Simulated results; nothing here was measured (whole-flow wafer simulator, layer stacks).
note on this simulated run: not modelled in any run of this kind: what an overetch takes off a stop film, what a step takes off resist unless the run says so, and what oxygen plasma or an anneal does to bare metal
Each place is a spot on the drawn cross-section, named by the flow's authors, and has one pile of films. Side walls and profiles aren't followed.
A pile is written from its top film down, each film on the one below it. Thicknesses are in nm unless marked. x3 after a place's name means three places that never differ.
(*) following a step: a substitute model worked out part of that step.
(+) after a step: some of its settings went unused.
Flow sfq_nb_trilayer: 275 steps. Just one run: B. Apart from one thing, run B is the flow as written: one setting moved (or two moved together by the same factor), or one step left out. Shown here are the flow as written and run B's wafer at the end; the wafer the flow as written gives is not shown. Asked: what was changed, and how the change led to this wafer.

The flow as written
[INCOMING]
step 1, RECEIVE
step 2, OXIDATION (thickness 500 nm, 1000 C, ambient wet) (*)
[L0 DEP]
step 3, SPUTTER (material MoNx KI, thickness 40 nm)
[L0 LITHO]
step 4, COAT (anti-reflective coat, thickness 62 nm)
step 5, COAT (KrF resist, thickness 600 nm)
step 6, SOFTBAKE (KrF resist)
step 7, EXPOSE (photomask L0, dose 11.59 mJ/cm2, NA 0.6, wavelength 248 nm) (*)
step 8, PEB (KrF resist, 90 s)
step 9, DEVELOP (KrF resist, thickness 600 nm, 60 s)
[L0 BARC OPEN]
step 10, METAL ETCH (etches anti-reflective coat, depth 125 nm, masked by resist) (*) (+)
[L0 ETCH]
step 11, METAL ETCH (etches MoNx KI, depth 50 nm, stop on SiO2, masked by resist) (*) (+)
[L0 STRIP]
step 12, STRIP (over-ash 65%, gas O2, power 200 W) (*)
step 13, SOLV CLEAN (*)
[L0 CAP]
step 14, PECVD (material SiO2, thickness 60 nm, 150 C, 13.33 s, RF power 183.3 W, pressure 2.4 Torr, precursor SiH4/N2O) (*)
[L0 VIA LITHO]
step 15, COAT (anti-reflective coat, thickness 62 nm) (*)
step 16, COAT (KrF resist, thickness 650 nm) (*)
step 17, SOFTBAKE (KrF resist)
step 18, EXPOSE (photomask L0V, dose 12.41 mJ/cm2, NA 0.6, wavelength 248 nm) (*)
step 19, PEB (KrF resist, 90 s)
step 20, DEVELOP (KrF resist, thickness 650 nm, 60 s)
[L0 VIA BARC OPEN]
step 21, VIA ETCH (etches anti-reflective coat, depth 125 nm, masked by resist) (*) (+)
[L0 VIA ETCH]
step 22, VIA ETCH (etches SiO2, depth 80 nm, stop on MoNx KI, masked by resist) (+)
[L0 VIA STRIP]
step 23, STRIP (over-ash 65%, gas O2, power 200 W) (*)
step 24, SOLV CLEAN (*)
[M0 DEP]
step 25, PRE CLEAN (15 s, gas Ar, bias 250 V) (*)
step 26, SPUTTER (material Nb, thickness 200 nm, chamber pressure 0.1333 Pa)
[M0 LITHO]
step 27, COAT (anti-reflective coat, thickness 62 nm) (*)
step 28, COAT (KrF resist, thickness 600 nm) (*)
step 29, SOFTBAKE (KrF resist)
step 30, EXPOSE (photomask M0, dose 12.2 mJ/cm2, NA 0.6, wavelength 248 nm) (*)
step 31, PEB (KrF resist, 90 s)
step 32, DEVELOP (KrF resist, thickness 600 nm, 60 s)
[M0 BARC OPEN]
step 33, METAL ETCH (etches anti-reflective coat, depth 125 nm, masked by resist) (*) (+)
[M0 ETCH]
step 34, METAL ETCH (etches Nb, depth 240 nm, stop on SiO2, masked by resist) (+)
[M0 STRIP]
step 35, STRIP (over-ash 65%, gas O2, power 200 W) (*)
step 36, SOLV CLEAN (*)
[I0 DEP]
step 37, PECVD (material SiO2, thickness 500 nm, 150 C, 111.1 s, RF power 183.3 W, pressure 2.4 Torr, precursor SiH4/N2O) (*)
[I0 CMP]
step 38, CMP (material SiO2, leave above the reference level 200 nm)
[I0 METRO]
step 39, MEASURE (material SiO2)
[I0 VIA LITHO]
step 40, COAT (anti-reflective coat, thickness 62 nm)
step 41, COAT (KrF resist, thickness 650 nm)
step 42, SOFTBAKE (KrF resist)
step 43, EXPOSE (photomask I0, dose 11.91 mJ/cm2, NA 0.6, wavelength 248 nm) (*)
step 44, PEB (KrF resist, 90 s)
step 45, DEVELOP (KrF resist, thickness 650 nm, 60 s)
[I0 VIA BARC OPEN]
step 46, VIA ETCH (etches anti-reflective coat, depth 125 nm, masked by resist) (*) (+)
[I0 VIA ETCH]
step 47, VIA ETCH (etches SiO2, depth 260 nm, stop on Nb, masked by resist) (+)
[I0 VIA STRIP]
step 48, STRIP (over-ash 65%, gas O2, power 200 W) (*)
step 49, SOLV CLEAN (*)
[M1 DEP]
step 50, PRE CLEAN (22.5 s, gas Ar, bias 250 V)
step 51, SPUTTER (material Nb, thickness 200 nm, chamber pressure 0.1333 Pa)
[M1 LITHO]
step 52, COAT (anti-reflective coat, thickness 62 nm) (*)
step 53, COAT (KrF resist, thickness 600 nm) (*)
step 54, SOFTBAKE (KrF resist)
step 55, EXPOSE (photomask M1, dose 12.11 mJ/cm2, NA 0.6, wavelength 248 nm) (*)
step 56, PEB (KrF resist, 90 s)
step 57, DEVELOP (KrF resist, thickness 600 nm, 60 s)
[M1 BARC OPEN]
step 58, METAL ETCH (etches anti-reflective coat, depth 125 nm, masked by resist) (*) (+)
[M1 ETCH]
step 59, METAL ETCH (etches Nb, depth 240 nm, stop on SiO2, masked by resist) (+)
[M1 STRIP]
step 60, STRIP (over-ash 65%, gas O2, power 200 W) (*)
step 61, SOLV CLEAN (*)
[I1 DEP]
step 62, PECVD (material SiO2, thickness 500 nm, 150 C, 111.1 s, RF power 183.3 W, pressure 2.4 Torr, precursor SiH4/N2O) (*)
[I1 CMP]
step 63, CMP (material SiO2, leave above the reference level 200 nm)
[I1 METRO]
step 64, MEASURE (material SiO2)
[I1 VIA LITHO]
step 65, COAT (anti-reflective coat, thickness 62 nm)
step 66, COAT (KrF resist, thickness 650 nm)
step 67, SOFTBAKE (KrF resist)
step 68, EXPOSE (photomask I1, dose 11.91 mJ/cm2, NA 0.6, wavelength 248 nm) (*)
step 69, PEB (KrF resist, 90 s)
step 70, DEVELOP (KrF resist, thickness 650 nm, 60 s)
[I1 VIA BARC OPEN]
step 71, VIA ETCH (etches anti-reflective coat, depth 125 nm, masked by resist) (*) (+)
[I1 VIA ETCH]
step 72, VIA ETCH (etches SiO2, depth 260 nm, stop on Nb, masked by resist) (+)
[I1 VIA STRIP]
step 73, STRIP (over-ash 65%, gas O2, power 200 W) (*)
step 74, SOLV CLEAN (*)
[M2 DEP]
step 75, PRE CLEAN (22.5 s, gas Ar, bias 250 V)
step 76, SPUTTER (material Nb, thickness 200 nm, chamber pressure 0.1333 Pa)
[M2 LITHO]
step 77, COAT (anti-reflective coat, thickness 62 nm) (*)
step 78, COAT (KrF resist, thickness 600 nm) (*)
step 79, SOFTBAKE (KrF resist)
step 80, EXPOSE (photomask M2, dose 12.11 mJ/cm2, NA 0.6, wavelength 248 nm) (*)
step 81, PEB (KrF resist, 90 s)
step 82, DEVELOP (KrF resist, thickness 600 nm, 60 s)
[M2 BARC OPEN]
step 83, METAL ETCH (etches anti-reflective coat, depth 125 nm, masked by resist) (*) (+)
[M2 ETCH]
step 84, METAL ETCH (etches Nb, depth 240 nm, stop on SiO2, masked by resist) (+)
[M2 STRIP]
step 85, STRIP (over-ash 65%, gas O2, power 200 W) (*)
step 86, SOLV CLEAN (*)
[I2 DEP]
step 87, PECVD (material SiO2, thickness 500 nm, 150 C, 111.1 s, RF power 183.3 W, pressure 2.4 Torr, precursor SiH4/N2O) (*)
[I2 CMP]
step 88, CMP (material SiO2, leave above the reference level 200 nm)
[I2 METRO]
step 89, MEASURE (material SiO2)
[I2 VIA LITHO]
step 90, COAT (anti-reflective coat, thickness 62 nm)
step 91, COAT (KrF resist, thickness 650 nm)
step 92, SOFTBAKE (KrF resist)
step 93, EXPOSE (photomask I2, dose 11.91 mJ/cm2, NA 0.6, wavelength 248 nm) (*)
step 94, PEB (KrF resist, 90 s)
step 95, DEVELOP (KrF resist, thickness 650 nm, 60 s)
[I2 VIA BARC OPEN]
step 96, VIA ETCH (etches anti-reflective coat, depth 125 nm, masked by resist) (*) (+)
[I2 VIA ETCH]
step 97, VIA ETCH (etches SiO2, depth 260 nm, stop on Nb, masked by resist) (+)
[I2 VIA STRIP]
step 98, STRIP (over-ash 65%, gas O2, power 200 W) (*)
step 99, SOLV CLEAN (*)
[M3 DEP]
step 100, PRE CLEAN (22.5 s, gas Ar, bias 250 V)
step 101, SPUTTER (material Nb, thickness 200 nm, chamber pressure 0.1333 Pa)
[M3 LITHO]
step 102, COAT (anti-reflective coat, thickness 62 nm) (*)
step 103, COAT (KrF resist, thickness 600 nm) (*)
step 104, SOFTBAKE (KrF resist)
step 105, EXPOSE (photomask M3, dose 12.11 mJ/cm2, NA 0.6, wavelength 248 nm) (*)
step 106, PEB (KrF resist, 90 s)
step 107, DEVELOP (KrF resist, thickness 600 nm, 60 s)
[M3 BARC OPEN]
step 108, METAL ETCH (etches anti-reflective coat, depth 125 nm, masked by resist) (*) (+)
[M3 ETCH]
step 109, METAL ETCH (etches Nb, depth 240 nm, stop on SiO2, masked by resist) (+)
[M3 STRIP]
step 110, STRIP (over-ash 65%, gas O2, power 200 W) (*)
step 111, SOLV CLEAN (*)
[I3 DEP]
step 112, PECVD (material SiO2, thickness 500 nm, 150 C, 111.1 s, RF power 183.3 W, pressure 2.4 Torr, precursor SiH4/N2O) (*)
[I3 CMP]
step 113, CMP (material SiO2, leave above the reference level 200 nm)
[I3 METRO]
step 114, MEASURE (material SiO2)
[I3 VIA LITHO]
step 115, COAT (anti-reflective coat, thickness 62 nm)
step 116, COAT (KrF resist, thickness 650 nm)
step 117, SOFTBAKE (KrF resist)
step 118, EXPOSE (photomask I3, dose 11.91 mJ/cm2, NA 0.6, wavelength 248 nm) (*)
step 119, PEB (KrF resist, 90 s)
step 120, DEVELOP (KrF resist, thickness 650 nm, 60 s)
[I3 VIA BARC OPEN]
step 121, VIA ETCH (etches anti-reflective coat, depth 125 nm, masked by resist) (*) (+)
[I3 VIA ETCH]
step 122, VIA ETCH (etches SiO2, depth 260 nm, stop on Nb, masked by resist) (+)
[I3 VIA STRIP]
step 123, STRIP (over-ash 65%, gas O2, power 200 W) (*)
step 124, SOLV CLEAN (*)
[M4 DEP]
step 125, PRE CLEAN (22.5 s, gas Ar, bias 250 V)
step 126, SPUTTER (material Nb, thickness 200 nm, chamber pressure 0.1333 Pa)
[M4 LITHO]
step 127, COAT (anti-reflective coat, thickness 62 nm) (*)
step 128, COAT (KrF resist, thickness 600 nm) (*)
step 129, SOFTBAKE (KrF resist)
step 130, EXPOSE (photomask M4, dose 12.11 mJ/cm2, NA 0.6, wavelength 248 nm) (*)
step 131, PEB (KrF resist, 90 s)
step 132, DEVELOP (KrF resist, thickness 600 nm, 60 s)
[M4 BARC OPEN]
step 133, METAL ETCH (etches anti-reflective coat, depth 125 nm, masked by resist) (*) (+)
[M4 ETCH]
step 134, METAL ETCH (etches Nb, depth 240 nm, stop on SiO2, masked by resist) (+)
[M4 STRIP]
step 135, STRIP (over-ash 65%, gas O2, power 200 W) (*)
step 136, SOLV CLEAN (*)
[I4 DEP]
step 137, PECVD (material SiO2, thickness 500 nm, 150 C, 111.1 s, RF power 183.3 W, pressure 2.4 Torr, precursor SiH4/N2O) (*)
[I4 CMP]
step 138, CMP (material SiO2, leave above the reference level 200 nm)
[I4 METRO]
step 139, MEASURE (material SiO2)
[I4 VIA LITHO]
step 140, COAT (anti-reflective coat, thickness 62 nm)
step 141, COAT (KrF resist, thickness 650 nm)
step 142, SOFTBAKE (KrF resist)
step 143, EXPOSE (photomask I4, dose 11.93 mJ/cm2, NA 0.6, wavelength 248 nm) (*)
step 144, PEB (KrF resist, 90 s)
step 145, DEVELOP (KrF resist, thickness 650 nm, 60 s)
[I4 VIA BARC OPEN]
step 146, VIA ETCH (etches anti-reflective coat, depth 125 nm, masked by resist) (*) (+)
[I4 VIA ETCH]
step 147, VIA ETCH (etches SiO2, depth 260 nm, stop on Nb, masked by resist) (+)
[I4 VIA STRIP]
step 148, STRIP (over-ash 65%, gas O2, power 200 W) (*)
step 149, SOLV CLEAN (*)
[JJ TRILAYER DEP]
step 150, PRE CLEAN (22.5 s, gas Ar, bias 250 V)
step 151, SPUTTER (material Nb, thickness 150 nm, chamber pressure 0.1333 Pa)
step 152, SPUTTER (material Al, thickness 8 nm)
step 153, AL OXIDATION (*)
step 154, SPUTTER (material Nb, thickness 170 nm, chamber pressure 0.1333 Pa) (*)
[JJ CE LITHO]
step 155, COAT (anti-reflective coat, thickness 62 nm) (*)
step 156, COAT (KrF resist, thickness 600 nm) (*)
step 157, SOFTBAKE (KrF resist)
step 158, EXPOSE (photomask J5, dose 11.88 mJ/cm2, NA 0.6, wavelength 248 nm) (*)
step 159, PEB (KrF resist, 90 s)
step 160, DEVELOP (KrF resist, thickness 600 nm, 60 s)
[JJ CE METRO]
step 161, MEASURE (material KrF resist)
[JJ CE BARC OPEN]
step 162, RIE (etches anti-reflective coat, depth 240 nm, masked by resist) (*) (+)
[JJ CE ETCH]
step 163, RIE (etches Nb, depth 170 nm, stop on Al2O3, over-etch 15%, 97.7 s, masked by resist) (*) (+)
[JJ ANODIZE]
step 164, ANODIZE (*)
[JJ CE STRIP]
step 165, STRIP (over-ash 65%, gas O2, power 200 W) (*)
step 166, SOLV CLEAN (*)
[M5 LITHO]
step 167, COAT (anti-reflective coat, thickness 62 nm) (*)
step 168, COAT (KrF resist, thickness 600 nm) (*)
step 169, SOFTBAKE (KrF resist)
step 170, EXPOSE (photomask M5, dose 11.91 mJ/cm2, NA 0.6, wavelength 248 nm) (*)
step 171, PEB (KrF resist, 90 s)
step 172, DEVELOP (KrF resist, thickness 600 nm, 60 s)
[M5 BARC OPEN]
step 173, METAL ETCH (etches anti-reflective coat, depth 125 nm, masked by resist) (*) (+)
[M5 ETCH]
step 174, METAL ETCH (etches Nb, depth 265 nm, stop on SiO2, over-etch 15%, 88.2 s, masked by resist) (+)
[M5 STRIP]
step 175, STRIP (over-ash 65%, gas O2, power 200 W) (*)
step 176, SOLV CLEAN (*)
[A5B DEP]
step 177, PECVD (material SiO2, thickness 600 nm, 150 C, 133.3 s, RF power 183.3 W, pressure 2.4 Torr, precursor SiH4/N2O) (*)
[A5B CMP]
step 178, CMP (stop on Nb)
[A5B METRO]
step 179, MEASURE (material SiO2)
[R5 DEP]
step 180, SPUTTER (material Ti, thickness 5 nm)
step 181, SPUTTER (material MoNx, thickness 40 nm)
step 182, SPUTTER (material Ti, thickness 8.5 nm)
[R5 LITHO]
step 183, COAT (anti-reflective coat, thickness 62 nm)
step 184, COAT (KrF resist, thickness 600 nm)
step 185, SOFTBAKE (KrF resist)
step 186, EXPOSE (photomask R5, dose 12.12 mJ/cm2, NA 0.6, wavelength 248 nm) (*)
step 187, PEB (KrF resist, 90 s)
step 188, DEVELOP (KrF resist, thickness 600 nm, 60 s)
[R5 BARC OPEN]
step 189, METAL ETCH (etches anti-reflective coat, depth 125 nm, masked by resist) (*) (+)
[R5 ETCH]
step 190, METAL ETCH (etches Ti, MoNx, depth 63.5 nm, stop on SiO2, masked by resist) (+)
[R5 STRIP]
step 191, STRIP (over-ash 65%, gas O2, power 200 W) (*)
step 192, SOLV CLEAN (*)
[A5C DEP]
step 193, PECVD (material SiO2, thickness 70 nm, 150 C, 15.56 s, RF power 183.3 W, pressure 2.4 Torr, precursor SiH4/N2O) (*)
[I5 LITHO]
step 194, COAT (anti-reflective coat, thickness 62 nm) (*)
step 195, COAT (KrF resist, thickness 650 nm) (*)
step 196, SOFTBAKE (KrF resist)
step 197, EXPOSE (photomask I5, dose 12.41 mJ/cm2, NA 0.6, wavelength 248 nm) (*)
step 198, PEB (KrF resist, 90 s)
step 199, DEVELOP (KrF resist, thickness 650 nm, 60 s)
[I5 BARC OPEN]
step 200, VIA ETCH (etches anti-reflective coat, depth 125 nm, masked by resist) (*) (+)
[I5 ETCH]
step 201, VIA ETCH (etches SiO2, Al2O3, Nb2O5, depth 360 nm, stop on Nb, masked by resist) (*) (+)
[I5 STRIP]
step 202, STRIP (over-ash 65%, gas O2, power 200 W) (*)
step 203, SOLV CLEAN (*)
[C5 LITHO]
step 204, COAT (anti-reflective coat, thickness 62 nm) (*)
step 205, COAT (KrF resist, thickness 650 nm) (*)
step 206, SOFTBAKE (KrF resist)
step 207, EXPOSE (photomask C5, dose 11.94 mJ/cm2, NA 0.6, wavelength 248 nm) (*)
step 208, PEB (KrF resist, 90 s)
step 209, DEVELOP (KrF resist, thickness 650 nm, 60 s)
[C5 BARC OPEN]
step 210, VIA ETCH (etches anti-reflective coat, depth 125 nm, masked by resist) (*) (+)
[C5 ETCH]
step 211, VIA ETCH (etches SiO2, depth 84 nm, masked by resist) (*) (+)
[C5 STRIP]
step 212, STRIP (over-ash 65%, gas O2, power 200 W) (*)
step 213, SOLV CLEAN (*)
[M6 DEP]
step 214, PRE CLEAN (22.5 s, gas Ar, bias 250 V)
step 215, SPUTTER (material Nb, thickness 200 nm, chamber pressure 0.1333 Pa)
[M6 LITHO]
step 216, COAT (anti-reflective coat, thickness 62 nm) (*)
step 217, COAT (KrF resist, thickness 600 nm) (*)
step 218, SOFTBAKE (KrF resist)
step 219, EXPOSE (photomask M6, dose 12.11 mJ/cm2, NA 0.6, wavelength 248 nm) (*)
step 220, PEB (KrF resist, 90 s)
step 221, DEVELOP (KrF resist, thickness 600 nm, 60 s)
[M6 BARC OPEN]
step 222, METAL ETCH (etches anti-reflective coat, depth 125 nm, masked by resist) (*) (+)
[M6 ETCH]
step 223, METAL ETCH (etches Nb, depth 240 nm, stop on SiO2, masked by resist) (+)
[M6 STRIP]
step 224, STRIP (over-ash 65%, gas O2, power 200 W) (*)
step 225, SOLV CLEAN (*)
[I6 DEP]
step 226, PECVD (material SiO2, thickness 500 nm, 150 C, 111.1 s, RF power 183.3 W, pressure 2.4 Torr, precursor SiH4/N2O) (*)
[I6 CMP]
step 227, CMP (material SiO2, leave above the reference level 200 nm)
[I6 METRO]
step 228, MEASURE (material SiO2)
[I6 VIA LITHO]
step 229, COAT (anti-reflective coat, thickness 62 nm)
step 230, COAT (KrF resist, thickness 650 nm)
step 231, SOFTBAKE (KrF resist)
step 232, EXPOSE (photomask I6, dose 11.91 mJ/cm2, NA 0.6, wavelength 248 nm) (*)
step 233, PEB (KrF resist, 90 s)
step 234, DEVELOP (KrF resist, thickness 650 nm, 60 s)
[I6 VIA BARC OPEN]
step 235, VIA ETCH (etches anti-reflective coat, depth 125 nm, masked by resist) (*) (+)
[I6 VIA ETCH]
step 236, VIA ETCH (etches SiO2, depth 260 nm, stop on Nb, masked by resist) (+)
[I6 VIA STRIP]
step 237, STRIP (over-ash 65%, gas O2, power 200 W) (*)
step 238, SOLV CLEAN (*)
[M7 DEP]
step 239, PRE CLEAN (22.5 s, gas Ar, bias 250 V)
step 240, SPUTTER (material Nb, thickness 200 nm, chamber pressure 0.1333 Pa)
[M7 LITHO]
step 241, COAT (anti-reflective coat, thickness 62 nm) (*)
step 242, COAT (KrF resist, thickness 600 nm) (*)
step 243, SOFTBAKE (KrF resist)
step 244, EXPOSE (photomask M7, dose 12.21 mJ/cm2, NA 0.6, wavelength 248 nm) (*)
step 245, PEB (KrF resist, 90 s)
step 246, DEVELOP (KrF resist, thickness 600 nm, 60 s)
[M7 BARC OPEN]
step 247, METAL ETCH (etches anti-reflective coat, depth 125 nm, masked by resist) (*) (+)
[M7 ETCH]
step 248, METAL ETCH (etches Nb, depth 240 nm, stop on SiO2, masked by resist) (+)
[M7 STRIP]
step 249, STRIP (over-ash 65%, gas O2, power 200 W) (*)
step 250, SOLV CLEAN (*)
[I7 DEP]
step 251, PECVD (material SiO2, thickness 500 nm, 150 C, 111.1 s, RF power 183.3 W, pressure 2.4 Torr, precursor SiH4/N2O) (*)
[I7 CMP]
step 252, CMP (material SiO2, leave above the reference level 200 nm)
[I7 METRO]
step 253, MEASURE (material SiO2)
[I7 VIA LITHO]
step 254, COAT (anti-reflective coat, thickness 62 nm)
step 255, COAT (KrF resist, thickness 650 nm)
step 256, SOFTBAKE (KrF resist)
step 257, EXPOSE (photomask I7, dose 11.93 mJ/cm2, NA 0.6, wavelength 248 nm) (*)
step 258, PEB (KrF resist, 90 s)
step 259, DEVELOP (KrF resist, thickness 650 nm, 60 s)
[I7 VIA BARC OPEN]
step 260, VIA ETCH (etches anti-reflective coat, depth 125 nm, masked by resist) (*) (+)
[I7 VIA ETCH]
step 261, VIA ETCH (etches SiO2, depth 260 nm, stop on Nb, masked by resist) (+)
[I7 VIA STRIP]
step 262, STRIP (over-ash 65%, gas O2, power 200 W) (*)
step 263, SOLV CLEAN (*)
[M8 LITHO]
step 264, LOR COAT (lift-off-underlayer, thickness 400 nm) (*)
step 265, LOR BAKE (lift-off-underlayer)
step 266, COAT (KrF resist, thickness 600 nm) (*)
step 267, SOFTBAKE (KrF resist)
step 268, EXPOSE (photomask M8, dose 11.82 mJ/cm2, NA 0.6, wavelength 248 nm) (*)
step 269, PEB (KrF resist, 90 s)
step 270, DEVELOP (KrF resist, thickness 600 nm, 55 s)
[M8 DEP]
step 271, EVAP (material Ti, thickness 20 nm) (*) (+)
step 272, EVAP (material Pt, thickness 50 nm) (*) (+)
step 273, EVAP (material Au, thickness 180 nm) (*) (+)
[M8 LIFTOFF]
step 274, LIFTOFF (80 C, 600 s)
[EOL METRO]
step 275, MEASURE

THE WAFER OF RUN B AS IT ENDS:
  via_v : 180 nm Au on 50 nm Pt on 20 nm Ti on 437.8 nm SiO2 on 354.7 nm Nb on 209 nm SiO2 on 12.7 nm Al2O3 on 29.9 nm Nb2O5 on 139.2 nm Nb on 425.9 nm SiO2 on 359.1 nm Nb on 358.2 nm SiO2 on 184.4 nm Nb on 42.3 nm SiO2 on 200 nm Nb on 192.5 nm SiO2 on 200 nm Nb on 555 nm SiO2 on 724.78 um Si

What caused this: step 72, VIA ETCH: depth 150 nm was run, while the flow as written has depth 260 nm.

Step by step, how the change led to this:
  step 72, VIA ETCH (etches SiO2, depth 260 nm, stop on Nb, masked by resist) (+)
      via_v: SiO2 loses 150 (as written it would have been: SiO2 loses 199.8 (all of it))
      field_l, v_sur, via_wl and 102 more: KrF resist loses 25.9 (as written it would have been: KrF resist loses 44.8)
  step 73, STRIP (over-ash 65%, gas O2, power 200 W) (*)
      field_l, v_sur, via_wl and 102 more: KrF resist loses 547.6 (all of it), anti-reflective coat loses 62 (all of it) (as written it would have been: KrF resist loses 528.6 (all of it), anti-reflective coat loses 62 (all of it))
  step 75, PRE CLEAN (22.5 s, gas Ar, bias 250 V)
      via_v: SiO2 loses 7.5 (as written it would have been: Nb loses 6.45)
  step 76, SPUTTER (material Nb, thickness 200 nm, chamber pressure 0.1333 Pa)
      via_v: Nb gains 184.4 (new film) (as written it would have been: Nb gains 174.5)
  step 77, COAT (anti-reflective coat, thickness 62 nm) (*)
      via_v: anti-reflective coat gains 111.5 (new film) (as written it would have been: anti-reflective coat gains 123.1 (new film))
  step 78, COAT (KrF resist, thickness 600 nm) (*)
      via_v: KrF resist gains 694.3 (new film) (as written it would have been: KrF resist gains 733.7 (new film))
  step 85, STRIP (over-ash 65%, gas O2, power 200 W) (*)
      via_v: KrF resist loses 476.4 (all of it), anti-reflective coat loses 111.5 (all of it) (as written it would have been: KrF resist loses 515.8 (all of it), anti-reflective coat loses 123.1 (all of it))
  step 87, PECVD (material SiO2, thickness 500 nm, 150 C, 111.1 s, RF power 183.3 W, pressure 2.4 Torr, precursor SiH4/N2O) (*)
      via_v: SiO2 gains 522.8 (new film) (as written it would have been: SiO2 gains 606 (new film))
  step 88, CMP (material SiO2, leave above the reference level 200 nm)
      via_v: SiO2 loses 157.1 (as written it would have been: SiO2 loses 181.6)
With metal films that touch counted as one body, via_v has 7 bodies (between them, from the top down: SiO2 437.8; SiO2 209 / Al2O3 12.7 / Nb2O5 29.9; SiO2 425.9; SiO2 358.2; SiO2 42.3; SiO2 192.5); the flow as written gives 6 bodies (between them, from the top down: SiO2 437.8; SiO2 209 / Al2O3 12.7 / Nb2O5 29.9; SiO2 425.9; SiO2 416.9; SiO2 192.5).
